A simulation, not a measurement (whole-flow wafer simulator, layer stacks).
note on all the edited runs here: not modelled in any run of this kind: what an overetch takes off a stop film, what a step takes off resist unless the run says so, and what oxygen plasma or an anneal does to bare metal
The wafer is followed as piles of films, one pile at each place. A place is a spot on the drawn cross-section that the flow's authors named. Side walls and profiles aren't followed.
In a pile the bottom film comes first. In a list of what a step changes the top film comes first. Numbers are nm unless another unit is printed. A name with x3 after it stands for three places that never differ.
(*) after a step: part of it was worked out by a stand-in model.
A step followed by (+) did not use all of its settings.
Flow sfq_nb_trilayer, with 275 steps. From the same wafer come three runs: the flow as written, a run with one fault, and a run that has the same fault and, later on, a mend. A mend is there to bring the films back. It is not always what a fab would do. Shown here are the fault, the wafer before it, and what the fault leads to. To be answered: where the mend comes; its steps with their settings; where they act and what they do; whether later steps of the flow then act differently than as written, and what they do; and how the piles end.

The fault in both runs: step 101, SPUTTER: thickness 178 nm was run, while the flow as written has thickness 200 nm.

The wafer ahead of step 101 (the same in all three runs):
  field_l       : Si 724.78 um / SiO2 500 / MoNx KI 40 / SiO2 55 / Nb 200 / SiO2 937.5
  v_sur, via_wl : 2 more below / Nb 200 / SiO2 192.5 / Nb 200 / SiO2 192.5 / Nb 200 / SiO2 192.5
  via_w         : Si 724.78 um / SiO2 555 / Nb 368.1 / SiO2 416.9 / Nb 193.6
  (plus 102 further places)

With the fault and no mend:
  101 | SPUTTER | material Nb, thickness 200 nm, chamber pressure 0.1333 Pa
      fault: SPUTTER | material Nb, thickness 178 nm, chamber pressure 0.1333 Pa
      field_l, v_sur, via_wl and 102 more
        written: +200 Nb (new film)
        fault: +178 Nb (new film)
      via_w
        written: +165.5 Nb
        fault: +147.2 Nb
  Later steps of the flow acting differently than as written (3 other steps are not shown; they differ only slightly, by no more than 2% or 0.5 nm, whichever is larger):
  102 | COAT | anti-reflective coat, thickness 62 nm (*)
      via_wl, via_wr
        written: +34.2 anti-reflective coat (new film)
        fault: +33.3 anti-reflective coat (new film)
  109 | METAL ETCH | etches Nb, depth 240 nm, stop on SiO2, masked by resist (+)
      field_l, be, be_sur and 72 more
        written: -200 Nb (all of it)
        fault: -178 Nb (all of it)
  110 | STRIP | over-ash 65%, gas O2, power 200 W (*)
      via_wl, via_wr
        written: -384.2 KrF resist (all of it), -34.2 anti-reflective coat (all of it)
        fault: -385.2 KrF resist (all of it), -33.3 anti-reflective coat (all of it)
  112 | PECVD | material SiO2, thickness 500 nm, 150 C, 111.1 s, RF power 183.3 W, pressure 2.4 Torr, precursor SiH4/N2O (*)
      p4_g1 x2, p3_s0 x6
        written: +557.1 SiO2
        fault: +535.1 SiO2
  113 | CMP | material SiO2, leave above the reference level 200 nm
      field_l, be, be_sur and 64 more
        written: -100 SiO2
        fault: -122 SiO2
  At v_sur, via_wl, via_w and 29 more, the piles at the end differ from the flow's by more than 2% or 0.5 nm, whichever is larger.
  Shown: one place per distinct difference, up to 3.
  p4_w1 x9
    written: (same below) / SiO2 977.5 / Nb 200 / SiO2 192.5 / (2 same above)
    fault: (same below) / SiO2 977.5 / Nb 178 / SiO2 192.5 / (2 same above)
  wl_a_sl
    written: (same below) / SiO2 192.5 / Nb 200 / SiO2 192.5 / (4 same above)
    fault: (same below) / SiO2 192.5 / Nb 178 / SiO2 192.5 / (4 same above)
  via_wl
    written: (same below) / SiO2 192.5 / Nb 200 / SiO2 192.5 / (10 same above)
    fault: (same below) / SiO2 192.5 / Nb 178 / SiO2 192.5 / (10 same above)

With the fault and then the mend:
  The mend follows step 101.
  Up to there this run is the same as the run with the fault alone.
  101a | SPUTTER | material Nb, thickness 22 nm, chamber pressure 0.1333 Pa (the flow's step 101 again, with other settings)
      field_l, v_sur, via_wl and 102 more
        +22 Nb
      via_w
        +16.6 Nb
  Later steps of the flow that are run all act as written at every place that is followed, up to a difference of at most 2% or 0.5 nm, whichever is larger.
  The piles end only slightly different from the flow's at the places that both follow, by no more than 2% or 0.5 nm, whichever is larger.
